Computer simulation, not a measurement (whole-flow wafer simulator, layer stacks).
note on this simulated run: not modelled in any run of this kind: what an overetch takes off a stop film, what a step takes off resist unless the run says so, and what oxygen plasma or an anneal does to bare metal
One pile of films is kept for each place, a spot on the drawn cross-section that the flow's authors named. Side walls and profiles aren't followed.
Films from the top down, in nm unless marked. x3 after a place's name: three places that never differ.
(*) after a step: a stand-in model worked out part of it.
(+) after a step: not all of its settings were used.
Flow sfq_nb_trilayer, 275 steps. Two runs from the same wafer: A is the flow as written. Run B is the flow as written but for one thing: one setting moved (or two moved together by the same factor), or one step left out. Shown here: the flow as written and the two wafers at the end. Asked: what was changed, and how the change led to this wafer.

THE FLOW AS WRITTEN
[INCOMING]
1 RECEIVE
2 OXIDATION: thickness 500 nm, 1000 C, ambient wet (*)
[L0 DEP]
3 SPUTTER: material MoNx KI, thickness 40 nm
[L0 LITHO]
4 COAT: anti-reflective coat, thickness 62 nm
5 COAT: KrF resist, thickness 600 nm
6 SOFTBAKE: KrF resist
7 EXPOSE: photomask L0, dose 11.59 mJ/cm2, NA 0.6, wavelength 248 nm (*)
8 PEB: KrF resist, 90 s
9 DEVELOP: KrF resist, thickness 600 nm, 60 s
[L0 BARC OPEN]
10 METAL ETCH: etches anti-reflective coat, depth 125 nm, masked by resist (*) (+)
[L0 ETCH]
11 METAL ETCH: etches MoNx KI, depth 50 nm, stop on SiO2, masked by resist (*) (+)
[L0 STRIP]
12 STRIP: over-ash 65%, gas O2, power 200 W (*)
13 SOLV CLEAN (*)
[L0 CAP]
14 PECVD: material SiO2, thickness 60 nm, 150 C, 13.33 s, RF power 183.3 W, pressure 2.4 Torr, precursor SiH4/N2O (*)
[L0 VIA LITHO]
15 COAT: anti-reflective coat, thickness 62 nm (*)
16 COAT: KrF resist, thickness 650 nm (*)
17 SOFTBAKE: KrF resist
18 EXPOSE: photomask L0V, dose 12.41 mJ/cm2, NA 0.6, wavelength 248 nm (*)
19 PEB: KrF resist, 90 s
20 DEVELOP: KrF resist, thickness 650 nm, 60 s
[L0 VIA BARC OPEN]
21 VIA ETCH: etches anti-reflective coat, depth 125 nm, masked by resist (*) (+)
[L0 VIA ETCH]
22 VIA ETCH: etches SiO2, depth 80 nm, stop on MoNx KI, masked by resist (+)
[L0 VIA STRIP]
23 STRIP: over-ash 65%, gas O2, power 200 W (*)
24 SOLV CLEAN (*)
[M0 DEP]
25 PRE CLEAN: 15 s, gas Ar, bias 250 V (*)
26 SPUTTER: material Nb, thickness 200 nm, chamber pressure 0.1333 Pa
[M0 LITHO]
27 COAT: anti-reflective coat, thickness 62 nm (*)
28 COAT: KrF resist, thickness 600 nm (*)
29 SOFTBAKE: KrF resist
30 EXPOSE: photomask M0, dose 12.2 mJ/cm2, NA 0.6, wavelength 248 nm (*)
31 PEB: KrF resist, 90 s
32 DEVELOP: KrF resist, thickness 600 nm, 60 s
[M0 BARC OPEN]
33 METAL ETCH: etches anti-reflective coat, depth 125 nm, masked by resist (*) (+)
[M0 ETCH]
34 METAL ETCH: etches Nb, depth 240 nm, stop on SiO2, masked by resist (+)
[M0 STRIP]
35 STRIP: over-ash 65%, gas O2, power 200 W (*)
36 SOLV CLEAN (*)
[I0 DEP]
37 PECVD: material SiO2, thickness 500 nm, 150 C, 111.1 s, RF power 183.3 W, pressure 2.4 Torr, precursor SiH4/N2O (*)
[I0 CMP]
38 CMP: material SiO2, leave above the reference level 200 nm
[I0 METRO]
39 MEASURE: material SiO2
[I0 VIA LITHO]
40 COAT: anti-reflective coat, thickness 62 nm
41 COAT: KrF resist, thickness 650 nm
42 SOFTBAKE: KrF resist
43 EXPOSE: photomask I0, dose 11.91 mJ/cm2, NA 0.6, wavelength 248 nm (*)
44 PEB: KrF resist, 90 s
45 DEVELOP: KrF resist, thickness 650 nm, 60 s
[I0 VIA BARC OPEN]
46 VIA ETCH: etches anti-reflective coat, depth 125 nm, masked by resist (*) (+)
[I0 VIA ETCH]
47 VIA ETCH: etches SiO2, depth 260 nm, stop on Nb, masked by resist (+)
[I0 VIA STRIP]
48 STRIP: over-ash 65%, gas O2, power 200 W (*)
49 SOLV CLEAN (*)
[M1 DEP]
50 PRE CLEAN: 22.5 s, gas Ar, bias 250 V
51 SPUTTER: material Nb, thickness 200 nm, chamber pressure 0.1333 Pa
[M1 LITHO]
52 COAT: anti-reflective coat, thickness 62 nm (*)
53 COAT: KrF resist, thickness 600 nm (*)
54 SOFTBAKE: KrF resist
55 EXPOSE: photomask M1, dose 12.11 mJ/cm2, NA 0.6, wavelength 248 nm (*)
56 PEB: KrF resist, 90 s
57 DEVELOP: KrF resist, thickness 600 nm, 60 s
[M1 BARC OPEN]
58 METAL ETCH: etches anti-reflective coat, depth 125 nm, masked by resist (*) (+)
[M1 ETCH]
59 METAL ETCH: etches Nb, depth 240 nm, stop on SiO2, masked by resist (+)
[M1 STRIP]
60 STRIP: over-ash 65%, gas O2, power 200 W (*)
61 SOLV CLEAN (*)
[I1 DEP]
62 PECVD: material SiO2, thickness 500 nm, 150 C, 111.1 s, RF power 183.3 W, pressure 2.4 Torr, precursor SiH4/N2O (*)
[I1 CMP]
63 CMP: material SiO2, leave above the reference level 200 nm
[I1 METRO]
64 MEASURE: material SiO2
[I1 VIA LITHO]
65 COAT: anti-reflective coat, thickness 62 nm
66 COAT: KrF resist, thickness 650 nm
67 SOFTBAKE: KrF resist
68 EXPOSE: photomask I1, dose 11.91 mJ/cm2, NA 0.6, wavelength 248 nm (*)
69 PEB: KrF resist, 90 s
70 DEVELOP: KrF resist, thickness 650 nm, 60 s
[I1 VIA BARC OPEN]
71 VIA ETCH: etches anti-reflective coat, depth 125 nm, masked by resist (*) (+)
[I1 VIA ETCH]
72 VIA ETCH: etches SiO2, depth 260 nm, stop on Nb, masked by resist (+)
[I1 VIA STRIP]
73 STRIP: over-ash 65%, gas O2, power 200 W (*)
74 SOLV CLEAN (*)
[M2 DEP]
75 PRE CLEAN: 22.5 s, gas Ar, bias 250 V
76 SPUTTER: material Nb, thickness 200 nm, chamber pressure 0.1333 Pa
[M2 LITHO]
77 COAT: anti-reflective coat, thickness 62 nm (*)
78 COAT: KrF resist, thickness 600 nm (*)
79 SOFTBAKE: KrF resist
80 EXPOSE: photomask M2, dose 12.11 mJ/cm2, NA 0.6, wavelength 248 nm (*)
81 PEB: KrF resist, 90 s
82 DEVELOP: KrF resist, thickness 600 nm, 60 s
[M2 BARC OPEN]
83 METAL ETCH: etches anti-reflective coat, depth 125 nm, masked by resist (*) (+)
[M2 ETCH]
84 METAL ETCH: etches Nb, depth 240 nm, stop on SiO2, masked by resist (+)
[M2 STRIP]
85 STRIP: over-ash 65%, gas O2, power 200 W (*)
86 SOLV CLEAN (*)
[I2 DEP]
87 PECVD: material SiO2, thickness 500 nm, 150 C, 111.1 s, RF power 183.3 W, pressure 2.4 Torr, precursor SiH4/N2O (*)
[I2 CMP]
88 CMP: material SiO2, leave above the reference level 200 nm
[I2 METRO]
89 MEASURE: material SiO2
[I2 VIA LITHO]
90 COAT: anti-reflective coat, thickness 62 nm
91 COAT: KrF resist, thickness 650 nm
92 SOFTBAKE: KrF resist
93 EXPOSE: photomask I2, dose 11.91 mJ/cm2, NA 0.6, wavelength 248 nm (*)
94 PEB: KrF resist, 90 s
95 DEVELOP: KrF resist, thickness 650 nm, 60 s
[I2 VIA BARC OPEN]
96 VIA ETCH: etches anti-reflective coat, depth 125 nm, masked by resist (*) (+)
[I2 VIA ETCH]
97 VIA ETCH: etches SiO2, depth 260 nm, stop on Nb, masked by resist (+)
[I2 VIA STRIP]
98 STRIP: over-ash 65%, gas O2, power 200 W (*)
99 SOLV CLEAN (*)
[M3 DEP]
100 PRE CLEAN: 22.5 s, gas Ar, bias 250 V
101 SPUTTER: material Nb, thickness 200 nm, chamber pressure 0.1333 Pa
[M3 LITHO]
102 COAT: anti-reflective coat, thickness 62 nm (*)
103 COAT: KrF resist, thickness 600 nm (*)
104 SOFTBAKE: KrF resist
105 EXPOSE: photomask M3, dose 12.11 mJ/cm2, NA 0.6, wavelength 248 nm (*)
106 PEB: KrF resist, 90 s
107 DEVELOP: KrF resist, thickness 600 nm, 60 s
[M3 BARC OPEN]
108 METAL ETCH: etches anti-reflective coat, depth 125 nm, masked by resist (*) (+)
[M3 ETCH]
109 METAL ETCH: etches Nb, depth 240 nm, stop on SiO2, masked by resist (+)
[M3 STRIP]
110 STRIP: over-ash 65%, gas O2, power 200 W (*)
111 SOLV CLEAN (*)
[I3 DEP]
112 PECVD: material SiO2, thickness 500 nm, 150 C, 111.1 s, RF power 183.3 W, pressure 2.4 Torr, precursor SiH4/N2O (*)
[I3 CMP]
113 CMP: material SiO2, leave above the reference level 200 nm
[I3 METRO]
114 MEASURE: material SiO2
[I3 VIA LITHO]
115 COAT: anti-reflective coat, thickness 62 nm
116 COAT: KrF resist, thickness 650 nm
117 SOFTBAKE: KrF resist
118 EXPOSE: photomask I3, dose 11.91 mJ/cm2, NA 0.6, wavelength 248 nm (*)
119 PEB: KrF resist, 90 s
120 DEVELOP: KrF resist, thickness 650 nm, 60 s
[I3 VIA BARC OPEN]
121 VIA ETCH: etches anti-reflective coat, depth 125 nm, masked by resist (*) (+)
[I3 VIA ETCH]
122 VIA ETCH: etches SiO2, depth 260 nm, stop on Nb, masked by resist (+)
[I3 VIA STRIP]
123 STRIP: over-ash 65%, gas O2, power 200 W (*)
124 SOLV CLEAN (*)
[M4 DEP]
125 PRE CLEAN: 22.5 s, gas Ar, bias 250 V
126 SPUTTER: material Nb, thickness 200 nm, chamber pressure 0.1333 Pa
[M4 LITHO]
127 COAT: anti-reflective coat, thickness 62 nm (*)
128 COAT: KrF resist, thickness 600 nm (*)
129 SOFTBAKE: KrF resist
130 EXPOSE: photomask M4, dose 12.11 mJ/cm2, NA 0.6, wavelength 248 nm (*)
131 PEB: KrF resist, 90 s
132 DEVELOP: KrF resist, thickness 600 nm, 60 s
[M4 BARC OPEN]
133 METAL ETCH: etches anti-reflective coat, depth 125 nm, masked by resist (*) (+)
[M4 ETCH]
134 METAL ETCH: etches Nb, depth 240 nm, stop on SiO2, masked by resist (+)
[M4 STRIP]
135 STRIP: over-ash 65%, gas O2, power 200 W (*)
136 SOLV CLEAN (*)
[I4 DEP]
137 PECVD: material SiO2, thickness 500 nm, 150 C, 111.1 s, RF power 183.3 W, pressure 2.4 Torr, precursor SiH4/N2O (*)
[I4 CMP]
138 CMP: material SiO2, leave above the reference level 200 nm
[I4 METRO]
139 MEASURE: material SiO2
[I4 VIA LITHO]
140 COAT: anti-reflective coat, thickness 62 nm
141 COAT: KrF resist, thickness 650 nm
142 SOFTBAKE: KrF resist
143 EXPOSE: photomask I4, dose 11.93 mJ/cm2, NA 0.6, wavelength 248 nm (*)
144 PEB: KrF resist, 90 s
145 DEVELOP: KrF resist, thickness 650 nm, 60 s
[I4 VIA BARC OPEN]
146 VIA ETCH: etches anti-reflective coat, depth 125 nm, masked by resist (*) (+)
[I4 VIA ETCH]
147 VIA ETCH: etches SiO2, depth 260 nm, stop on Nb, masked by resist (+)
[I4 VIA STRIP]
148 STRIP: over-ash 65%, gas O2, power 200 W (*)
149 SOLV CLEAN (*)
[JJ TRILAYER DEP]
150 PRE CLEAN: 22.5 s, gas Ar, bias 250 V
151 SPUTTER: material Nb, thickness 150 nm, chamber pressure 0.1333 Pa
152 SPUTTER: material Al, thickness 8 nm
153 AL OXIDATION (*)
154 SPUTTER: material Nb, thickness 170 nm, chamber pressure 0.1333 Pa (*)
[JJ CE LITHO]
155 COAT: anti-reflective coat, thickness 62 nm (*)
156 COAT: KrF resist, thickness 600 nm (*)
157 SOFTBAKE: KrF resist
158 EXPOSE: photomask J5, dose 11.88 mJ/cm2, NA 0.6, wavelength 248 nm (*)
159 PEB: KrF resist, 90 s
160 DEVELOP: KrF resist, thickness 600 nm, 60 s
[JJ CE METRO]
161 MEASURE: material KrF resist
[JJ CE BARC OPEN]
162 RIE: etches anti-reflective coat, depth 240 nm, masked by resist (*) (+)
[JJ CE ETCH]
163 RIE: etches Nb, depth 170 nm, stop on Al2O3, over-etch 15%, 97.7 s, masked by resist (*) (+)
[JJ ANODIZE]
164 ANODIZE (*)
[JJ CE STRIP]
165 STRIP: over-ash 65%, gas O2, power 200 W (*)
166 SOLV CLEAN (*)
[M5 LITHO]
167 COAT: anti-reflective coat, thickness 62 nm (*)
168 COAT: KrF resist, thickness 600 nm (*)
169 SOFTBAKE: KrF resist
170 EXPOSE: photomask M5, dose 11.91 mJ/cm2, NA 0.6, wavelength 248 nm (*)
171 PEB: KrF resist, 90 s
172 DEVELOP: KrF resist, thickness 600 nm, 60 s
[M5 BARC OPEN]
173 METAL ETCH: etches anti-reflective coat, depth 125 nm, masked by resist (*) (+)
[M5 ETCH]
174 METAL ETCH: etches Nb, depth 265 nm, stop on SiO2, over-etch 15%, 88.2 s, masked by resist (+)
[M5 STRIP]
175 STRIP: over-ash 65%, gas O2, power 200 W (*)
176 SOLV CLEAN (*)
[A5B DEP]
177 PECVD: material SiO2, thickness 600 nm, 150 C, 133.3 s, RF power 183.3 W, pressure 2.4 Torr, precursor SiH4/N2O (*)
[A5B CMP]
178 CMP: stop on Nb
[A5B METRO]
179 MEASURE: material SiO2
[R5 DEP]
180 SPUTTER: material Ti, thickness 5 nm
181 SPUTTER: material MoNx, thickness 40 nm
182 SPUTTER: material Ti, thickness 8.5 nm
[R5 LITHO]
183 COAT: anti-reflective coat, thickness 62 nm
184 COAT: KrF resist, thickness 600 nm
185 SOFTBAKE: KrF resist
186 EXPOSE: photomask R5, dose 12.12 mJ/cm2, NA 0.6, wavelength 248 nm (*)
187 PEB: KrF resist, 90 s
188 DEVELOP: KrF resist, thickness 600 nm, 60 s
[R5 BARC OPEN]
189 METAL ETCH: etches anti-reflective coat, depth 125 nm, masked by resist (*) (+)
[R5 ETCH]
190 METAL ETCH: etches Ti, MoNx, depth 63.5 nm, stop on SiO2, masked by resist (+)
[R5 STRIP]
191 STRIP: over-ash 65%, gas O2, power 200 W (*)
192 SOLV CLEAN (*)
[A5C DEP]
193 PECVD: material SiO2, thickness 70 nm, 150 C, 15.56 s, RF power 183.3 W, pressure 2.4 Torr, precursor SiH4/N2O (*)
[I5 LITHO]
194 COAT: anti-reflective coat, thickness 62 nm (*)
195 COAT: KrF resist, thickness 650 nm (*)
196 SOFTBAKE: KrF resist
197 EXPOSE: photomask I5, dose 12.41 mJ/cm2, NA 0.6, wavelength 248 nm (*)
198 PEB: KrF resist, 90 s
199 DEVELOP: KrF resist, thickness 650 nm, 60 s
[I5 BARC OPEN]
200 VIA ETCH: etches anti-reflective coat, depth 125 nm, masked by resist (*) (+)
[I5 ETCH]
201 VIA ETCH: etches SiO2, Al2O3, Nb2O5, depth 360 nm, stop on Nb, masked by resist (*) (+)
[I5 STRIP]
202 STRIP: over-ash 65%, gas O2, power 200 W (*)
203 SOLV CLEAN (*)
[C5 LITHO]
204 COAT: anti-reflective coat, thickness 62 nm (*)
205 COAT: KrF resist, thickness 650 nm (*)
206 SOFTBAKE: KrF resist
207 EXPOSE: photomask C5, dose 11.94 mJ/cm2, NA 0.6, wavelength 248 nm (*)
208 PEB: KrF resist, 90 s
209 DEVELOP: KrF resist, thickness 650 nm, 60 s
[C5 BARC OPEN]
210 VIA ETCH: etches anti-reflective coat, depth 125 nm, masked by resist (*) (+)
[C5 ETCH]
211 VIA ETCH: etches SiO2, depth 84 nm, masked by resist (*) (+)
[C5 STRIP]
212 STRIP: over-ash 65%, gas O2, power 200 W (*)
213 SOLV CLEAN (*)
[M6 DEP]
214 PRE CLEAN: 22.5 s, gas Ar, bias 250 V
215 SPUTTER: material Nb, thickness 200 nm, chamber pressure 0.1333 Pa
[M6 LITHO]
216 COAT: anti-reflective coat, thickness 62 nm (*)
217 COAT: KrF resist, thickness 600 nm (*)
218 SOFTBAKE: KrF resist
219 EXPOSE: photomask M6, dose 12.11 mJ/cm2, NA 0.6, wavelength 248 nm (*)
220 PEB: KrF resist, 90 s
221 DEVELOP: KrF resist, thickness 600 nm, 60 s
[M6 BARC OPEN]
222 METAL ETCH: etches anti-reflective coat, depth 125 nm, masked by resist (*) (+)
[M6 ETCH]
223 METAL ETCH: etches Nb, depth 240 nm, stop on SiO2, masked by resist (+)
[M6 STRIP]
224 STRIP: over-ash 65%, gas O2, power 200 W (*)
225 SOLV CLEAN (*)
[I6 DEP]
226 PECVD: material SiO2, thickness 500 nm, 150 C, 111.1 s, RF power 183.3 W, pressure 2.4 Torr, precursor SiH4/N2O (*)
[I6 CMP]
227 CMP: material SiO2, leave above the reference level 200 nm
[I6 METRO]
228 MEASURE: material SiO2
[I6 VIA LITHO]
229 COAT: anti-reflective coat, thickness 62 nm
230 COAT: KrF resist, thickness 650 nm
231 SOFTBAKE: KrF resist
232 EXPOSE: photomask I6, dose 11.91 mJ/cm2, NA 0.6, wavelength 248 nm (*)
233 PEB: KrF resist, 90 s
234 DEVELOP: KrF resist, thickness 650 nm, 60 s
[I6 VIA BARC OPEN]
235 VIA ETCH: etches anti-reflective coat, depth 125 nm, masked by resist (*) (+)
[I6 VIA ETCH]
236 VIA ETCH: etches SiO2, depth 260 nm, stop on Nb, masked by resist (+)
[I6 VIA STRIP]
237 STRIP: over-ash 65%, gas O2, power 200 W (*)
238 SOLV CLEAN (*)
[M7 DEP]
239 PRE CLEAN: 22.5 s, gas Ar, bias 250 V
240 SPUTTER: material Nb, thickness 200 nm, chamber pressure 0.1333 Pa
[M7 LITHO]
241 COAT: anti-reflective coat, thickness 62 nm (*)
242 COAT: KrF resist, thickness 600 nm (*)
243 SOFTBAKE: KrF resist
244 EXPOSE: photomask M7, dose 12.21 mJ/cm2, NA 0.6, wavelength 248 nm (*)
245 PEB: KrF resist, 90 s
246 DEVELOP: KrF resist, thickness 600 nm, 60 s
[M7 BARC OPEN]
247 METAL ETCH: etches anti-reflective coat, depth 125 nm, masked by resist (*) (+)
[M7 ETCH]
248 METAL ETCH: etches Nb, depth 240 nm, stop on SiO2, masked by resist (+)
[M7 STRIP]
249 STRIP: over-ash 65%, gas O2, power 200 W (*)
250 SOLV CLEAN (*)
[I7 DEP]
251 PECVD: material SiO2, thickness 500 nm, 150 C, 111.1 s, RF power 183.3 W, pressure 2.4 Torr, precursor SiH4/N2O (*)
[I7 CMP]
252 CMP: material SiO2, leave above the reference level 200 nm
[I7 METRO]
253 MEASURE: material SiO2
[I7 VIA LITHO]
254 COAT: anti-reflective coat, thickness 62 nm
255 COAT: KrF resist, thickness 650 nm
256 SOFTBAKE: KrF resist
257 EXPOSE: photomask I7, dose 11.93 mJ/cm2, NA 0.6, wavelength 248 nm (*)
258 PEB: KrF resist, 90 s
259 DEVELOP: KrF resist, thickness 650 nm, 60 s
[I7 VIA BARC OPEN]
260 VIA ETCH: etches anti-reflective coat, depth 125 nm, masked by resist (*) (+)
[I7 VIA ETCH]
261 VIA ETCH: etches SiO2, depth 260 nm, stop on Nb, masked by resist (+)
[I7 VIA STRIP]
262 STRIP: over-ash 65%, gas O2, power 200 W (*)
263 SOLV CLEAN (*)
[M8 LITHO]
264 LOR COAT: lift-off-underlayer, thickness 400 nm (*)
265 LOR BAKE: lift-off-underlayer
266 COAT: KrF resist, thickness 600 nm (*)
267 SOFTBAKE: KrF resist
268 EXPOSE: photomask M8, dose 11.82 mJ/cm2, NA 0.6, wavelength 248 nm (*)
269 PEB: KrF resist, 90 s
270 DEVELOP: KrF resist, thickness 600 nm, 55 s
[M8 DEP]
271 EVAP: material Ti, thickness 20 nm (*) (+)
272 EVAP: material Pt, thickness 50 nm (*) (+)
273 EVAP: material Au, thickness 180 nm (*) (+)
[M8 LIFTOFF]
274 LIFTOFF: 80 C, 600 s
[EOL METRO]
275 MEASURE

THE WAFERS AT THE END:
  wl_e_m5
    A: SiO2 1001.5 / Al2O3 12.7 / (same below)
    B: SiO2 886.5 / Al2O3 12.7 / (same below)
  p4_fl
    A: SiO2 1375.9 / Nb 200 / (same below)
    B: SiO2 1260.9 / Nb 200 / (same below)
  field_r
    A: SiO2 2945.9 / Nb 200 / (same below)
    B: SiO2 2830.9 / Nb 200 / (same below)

The cause: step 215, SPUTTER: thickness 85 nm was run, where the flow has thickness 200 nm.

How the change led to this, step by step:
  215 SPUTTER: material Nb, thickness 200 nm, chamber pressure 0.1333 Pa
      field_l, v_sur, via_wl and 100 more: A Nb +200 (new film) | B Nb +85 (new film)
      be: A Nb +147.3 | B Nb +63.1
      (and at 2 more places)
  216 COAT: anti-reflective coat, thickness 62 nm (*)
      be: A anti-reflective coat +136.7 (new film) | B anti-reflective coat +127.4 (new film)
      be_sur: A anti-reflective coat +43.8 (new film) | B anti-reflective coat +42.7 (new film)
      (and at 2 more places)
  217 COAT: KrF resist, thickness 600 nm (*)
      be: A KrF resist +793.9 (new film) | B KrF resist +777.5 (new film)
  223 METAL ETCH: etches Nb, depth 240 nm, stop on SiO2, masked by resist (+)
      field_l, gap, moat and 76 more: A Nb -200 (all of it) | B Nb -85 (all of it)
      v_sur, via_wl, via_w and 24 more: A KrF resist -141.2 | B KrF resist -75
  224 STRIP: over-ash 65%, gas O2, power 200 W (*)
      wl_j_sl, wl_j_sr: A KrF resist -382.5 (all of it), anti-reflective coat -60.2 (all of it) | B KrF resist -448.7 (all of it), anti-reflective coat -60.2 (all of it)
      m6r_line_l x2: A KrF resist -382.4 (all of it), anti-reflective coat -62 (all of it) | B KrF resist -448.6 (all of it), anti-reflective coat -62 (all of it)
      (and at 23 more places)
  226 PECVD: material SiO2, thickness 500 nm, 150 C, 111.1 s, RF power 183.3 W, pressure 2.4 Torr, precursor SiH4/N2O (*)
      gap, wl_a_sl, m6r_space_l x2: A SiO2 +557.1 | B SiO2 +500
      be: A SiO2 +693.5 (new film) | B SiO2 +649.4 (new film)
  227 CMP: material SiO2, leave above the reference level 200 nm
      field_l, p4_fl, p4_fm and 59 more: A SiO2 -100 | B SiO2 -215
      moat, field_r, lsp_l, ln_m5, lsp_m: A SiO2 -93.6 | B SiO2 -215
      (and at 13 more places)
